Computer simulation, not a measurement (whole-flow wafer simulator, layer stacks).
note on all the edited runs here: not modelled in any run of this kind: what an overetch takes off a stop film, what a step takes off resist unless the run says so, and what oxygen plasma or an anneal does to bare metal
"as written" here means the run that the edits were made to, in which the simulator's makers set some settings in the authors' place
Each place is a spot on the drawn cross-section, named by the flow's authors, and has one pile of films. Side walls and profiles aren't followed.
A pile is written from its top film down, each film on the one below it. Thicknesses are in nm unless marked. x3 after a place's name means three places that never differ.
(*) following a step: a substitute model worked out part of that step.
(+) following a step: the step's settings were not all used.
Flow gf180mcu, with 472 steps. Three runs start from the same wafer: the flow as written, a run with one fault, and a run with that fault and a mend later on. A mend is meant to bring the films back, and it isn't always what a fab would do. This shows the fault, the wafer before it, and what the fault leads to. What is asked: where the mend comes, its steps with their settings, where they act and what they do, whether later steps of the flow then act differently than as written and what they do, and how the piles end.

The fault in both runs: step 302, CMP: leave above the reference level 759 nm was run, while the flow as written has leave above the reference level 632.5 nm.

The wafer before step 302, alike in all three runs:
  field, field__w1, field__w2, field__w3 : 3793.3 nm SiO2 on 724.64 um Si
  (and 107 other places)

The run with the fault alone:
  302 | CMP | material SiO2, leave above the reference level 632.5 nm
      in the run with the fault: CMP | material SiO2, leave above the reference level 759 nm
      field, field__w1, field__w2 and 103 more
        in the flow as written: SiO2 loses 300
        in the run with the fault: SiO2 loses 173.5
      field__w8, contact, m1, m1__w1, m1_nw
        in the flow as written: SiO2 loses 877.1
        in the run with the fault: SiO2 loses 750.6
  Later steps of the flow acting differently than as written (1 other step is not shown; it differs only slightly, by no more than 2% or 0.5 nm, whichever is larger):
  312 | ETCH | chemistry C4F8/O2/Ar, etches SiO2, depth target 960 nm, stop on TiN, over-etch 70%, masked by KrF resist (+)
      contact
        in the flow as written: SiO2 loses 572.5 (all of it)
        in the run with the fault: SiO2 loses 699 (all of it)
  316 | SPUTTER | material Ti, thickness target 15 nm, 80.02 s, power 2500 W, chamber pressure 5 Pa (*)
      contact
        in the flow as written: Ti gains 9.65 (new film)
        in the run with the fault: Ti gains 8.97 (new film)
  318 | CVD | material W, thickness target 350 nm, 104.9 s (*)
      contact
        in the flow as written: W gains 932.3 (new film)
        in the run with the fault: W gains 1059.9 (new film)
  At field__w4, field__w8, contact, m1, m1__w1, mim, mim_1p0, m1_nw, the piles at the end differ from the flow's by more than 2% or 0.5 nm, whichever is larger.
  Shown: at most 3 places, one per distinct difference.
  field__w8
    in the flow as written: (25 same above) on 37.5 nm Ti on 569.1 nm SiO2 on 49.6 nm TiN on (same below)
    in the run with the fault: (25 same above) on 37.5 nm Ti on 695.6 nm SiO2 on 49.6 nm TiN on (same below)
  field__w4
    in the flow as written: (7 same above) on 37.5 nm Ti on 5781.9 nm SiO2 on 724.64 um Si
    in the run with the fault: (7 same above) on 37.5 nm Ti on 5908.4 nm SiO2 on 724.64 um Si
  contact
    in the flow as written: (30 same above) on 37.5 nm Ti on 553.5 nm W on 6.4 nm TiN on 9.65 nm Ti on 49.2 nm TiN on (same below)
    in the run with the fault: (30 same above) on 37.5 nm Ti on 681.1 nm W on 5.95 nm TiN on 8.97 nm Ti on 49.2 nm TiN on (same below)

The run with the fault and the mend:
  After step 302 comes the mend.
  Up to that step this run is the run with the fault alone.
  302a | CMP | material SiO2, leave above the reference level 632.5 nm (a further turn of the flow's step 302)
      field, field__w1, field__w2 and 108 more
        SiO2 loses 126.5
  Later steps of the flow that are run all act as written at every place that is followed.
  The piles end the same as the flow's at every place that both follow.
